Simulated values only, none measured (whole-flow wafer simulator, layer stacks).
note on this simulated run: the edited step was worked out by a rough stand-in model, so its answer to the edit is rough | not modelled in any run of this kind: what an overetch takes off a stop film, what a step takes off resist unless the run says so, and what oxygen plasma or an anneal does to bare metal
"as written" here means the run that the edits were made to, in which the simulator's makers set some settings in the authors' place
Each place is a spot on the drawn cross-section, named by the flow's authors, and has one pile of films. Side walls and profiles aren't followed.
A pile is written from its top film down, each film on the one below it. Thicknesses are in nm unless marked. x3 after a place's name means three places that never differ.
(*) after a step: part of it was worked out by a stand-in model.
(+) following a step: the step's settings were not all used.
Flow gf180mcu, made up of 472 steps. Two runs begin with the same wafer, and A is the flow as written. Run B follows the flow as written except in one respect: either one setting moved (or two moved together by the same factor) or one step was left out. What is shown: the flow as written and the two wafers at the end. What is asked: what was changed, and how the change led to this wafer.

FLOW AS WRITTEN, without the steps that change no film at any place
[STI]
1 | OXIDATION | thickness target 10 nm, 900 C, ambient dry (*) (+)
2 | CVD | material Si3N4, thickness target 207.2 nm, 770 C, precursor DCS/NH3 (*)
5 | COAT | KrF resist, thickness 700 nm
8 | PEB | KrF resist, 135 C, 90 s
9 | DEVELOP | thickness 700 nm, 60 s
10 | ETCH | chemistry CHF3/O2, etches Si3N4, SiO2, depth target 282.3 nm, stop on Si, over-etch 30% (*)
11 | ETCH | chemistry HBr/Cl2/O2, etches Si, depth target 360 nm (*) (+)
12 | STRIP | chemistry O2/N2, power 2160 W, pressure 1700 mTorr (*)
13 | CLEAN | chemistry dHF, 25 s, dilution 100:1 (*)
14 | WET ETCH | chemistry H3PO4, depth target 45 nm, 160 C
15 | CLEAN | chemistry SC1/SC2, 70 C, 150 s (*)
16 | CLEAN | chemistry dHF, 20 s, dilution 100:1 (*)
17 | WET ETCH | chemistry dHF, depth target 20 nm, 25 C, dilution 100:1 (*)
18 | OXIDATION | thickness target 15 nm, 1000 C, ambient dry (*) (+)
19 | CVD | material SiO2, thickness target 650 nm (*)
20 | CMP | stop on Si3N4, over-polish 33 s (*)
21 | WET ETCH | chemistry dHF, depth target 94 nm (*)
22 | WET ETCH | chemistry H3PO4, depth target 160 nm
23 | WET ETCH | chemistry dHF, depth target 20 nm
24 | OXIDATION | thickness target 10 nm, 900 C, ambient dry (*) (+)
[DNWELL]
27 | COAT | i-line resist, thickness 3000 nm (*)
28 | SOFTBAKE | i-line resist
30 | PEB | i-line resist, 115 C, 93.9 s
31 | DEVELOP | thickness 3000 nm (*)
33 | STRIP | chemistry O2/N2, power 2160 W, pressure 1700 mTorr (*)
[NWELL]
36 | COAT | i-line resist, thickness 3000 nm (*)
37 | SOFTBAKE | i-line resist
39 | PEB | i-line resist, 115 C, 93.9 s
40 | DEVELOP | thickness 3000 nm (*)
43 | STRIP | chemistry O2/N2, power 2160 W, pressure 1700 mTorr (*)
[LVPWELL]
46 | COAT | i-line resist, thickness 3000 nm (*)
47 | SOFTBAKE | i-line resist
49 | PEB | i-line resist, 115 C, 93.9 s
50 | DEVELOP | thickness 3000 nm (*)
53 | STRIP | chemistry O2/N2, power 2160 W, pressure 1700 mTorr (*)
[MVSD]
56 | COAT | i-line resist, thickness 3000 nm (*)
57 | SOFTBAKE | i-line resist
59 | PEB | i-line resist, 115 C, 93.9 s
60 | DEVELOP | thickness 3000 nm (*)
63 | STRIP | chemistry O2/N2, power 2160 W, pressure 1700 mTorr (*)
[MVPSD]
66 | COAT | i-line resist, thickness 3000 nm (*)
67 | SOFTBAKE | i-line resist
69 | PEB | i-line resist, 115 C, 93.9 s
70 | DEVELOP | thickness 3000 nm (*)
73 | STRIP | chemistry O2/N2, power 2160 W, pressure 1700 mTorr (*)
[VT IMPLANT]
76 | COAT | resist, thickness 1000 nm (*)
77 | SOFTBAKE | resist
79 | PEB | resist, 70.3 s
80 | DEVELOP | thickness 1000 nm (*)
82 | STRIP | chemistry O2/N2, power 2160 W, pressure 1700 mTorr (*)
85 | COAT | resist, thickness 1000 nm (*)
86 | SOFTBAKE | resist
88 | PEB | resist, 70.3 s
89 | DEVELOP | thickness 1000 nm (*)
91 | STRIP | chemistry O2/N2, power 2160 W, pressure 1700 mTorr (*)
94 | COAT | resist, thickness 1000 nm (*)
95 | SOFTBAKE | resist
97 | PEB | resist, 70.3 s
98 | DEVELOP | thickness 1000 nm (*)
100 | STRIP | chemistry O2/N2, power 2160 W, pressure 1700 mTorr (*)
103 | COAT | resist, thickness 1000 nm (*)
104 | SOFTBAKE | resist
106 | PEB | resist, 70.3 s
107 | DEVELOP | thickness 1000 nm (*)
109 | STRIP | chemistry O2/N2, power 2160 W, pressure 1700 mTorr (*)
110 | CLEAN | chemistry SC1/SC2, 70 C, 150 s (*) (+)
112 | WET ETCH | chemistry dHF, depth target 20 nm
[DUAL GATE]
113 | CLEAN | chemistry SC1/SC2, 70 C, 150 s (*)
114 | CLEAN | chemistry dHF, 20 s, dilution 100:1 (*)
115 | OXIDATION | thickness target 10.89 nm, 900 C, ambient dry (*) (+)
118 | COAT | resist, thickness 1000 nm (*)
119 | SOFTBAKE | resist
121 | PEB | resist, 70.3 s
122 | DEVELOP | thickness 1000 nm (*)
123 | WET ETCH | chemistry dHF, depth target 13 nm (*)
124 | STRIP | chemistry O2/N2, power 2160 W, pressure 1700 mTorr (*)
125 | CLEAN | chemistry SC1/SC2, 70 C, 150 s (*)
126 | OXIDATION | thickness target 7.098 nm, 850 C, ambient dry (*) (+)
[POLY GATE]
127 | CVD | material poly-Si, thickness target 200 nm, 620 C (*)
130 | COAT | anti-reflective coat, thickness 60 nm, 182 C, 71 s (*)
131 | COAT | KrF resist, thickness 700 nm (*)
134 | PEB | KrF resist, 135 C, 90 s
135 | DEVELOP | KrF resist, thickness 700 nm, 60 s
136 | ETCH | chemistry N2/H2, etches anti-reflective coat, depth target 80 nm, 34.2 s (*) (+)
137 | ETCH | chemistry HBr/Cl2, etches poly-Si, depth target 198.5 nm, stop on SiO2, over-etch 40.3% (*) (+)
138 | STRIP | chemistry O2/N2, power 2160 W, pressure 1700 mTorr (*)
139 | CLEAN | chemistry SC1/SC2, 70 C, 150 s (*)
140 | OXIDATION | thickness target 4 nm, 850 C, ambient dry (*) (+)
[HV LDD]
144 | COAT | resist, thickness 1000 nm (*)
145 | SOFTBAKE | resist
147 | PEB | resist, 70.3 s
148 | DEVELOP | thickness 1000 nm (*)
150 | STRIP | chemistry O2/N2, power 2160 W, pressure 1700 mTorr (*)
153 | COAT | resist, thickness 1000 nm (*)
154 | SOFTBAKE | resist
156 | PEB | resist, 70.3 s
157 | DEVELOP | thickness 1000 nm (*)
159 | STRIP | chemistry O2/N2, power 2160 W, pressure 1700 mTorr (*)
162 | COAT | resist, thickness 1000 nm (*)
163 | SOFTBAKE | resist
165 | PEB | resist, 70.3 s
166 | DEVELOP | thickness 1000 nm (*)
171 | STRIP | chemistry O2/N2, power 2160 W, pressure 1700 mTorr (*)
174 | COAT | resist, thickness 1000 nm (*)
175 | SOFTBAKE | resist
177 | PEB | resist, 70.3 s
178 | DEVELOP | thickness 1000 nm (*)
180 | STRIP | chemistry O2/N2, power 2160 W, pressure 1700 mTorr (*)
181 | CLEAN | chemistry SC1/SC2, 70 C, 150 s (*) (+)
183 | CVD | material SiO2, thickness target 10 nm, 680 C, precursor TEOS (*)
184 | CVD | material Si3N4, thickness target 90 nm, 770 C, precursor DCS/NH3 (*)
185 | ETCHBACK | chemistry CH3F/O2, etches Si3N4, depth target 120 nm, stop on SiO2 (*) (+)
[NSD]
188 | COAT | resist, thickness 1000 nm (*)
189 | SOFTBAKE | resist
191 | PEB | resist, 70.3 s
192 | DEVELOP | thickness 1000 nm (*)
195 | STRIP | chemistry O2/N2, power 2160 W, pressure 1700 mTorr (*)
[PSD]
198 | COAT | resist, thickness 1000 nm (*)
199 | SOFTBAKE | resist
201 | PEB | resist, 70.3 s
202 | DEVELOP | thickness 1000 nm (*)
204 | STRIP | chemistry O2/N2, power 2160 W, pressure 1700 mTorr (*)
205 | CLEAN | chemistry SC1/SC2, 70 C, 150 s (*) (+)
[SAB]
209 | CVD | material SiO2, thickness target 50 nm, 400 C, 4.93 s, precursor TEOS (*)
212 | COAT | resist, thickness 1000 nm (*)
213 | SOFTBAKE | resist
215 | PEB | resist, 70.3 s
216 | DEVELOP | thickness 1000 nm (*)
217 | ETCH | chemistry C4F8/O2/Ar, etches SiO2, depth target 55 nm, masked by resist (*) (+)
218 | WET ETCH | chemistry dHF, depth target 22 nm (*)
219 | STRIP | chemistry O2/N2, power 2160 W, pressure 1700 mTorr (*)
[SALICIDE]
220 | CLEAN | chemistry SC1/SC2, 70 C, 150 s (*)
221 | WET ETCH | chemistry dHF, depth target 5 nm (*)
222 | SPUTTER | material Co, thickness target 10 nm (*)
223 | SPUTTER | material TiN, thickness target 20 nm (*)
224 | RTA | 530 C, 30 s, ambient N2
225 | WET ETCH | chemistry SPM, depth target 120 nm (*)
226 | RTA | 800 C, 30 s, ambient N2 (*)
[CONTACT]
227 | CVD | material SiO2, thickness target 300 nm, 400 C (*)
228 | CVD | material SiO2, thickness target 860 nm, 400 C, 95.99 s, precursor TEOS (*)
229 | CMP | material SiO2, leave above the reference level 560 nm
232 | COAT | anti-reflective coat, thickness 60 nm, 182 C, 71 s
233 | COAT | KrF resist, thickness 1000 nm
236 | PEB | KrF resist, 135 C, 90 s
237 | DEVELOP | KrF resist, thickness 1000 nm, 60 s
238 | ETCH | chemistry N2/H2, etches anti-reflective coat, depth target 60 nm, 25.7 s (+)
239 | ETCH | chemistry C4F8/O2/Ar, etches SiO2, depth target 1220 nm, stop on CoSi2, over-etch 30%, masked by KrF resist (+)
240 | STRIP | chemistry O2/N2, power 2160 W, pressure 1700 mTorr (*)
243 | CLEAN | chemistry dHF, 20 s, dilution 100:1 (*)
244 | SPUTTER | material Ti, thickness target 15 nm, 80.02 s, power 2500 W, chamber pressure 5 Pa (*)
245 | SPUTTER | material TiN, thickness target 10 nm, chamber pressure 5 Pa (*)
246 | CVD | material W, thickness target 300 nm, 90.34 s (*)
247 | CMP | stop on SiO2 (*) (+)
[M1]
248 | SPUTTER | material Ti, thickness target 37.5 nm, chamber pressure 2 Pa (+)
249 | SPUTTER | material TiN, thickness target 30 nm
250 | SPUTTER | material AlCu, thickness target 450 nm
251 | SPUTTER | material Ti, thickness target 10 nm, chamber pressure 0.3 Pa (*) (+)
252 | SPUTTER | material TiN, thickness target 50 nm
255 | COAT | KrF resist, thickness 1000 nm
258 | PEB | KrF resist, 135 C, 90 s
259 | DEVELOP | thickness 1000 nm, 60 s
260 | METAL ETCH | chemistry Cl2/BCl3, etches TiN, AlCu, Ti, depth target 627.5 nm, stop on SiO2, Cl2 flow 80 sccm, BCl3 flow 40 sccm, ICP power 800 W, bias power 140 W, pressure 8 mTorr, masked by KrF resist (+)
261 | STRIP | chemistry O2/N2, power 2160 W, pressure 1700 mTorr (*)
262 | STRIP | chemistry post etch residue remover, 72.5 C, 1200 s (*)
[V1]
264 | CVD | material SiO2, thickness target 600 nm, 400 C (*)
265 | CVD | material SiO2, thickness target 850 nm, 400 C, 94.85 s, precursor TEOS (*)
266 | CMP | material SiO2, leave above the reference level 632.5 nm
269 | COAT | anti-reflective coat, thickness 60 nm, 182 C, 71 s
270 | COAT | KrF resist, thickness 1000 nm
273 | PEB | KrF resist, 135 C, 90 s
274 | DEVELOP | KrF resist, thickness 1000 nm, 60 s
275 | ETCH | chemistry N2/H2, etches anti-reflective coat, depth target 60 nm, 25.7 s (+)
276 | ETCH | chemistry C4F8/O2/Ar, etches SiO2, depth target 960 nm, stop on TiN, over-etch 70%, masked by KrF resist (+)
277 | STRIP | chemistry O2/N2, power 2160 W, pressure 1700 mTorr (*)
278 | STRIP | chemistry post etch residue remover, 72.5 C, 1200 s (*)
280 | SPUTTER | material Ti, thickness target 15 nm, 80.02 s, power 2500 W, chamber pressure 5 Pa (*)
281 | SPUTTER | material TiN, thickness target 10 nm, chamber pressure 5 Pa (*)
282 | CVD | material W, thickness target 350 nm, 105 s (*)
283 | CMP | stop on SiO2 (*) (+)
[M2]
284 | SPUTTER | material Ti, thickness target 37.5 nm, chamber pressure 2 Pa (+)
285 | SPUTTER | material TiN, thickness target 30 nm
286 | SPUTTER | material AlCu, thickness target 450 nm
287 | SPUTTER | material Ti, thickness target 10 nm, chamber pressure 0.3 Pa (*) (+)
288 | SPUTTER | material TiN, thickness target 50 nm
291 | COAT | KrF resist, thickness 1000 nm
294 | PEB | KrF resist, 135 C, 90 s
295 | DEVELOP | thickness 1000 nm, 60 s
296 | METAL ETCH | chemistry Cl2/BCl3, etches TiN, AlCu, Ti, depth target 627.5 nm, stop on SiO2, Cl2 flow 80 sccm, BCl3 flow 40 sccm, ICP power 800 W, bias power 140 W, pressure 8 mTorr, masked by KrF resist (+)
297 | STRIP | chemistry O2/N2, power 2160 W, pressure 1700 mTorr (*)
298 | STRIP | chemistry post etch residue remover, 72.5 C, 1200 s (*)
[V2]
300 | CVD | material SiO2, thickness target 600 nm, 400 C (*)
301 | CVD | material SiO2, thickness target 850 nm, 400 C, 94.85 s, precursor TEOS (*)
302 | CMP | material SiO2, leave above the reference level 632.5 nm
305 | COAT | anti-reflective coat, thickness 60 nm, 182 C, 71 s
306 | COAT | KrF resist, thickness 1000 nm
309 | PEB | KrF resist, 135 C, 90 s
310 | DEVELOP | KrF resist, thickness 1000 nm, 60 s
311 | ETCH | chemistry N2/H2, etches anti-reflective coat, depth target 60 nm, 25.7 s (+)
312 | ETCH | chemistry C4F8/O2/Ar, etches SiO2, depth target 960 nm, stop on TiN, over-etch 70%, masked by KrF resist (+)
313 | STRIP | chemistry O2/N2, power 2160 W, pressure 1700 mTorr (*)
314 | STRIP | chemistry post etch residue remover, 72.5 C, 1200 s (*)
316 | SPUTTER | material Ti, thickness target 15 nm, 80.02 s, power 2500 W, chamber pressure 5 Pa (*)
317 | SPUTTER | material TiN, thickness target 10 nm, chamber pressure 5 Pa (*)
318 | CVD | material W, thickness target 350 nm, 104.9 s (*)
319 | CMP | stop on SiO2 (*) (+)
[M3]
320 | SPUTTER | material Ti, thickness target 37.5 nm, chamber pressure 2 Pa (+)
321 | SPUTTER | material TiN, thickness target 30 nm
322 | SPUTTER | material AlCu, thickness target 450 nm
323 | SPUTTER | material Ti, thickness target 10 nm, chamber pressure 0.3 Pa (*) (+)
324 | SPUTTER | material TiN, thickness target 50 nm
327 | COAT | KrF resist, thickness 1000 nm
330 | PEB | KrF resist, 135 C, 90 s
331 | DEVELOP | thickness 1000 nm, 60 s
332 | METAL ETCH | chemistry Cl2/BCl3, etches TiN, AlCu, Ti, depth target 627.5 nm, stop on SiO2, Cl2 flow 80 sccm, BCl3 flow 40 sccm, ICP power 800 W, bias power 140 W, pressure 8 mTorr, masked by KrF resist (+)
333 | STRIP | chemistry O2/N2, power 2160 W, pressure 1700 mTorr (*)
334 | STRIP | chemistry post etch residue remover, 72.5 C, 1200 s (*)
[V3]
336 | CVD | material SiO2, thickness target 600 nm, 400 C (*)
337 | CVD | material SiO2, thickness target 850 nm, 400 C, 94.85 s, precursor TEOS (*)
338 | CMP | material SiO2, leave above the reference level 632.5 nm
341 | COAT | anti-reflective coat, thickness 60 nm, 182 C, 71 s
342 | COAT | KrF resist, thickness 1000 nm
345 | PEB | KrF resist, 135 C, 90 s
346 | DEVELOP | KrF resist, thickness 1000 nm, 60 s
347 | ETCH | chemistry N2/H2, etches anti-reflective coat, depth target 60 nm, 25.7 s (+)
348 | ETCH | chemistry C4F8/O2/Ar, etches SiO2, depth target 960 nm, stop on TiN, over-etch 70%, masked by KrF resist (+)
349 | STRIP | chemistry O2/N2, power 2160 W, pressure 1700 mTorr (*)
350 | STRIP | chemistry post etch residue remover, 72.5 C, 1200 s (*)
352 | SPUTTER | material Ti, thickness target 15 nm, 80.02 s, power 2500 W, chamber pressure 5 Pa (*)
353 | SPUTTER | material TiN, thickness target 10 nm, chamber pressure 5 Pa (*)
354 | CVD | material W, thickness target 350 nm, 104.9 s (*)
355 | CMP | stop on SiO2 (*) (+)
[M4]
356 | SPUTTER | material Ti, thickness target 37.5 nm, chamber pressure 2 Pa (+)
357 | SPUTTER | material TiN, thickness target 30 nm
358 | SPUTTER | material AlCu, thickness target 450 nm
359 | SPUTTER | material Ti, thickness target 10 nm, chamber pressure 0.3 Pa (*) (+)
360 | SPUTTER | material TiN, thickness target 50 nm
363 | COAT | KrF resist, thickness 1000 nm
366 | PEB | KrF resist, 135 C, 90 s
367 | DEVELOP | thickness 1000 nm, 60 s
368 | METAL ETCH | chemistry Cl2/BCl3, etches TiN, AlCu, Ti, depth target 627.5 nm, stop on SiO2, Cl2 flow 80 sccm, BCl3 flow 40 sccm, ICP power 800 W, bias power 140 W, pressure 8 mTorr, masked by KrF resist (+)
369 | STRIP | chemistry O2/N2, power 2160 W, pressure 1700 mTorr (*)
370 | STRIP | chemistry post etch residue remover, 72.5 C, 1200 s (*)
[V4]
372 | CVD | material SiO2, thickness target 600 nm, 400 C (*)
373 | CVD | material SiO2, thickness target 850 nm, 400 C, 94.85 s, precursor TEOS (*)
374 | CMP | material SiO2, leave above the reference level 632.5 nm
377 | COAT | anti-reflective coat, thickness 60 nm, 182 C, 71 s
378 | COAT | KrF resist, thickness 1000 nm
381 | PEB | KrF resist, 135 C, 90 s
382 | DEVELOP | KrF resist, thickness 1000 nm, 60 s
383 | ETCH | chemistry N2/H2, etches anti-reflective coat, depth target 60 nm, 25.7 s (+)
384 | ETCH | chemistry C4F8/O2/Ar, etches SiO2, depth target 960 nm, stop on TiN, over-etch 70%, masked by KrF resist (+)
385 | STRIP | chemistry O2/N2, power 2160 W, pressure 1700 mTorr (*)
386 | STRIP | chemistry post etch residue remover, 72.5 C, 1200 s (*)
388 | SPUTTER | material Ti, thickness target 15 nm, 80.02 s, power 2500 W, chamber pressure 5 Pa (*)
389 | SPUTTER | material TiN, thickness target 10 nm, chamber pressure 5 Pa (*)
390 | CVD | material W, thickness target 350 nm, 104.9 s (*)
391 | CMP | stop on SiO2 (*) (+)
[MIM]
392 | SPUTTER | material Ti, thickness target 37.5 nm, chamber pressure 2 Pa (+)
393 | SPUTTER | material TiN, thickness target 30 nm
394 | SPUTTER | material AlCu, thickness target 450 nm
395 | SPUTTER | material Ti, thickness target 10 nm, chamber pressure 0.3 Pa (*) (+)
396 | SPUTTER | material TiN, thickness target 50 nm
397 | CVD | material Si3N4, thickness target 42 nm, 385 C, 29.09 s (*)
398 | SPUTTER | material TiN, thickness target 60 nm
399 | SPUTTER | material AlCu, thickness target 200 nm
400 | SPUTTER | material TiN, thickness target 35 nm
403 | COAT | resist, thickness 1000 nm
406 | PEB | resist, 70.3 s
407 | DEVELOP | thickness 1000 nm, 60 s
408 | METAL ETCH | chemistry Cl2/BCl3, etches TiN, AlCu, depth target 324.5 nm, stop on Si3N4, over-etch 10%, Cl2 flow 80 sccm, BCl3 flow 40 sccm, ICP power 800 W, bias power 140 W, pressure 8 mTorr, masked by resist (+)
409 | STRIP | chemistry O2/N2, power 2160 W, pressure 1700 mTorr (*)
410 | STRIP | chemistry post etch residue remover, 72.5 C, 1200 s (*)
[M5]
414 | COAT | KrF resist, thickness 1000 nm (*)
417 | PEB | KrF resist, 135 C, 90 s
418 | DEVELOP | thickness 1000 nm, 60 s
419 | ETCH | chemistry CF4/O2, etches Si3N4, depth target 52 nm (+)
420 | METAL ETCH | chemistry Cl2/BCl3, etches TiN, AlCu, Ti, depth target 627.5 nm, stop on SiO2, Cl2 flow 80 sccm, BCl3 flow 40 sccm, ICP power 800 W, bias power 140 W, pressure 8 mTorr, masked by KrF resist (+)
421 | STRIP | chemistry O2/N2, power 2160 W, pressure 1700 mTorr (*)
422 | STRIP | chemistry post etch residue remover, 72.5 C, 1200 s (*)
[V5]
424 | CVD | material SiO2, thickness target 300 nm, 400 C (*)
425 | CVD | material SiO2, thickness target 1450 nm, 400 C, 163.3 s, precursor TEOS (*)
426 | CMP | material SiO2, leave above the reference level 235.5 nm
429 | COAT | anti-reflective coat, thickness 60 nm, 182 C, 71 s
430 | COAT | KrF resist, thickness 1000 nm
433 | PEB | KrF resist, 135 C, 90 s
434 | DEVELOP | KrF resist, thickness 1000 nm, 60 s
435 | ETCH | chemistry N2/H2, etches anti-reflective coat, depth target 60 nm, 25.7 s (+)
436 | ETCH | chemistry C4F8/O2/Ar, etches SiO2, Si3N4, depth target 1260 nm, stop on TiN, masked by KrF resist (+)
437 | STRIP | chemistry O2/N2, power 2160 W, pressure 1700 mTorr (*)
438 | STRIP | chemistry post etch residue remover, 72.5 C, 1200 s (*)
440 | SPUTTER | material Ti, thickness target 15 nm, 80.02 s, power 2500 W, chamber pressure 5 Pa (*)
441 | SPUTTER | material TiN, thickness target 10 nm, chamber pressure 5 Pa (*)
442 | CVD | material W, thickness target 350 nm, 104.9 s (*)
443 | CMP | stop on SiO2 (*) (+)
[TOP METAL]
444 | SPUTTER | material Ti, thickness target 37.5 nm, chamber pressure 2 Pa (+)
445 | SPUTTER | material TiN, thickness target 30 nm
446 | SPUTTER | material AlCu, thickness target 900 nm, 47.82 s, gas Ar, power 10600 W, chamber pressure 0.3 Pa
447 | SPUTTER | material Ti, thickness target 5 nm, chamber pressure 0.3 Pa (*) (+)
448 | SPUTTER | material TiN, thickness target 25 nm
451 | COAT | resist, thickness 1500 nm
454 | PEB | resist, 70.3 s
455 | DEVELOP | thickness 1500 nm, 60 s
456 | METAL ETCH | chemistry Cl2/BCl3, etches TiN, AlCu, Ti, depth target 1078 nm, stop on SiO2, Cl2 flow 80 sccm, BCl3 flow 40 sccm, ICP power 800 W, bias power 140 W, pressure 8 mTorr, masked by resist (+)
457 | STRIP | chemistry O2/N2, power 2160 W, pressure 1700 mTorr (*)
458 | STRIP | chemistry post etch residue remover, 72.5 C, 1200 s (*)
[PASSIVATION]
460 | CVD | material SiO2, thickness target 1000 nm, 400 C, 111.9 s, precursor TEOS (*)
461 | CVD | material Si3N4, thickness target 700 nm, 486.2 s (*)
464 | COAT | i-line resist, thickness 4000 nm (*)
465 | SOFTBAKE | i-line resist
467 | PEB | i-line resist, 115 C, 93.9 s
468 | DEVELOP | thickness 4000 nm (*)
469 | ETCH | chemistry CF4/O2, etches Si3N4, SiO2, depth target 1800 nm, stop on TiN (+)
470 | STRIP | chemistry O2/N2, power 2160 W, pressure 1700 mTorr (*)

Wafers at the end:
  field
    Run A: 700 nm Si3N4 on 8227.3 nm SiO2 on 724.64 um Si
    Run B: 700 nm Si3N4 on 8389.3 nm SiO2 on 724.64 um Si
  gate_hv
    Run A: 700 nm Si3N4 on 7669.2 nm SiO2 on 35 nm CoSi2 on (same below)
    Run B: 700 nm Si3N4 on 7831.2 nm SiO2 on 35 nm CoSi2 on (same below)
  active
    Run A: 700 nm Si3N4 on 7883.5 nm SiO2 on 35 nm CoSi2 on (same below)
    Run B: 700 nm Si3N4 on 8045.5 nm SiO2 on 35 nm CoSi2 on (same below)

The reason: step 227, CVD: thickness target 462 nm was run, though the flow has thickness target 300 nm.

How this came from the change, step by step:
  227 | CVD | material SiO2, thickness target 300 nm, 400 C (*)
      field, field__w1, field__w2 and 57 more: A +300 SiO2 | B +462 SiO2
      active, p_well, gate and 46 more: A +300 SiO2 (new film) | B +462 SiO2 (new film)
      (and at 2 other places as well)
  228 | CVD | material SiO2, thickness target 860 nm, 400 C, 95.99 s, precursor TEOS (*)
      ld_drift_p: A +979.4 SiO2 | B +940.7 SiO2
      ld_drn_p: A +983.8 SiO2 | B +940.7 SiO2
  239 | ETCH | chemistry C4F8/O2/Ar, etches SiO2, depth target 1220 nm, stop on CoSi2, over-etch 30%, masked by KrF resist (+)
      field, field__w1, field__w2 and 105 more: A -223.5 KrF resist | B -244 KrF resist
      polyc_n, polyc_p: A -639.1 SiO2 (all of it) | B -801.1 SiO2 (all of it)
      (and at 1 other place as well)
  240 | STRIP | chemistry O2/N2, power 2160 W, pressure 1700 mTorr (*)
      field, field__w1, field__w2 and 105 more: A -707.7 KrF resist (all of it), -60 anti-reflective coat (all of it) | B -687.2 KrF resist (all of it), -60 anti-reflective coat (all of it)
  244 | SPUTTER | material Ti, thickness target 15 nm, 80.02 s, power 2500 W, chamber pressure 5 Pa (*)
      contact: A +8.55 Ti (new film) | B +7.78 Ti (new film)
  246 | CVD | material W, thickness target 300 nm, 90.34 s (*)
      polyc_n, polyc_p: A +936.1 W (new film) | B +1098.1 W (new film)
      contact: A +1167.5 W (new film) | B +1330.8 W (new film)
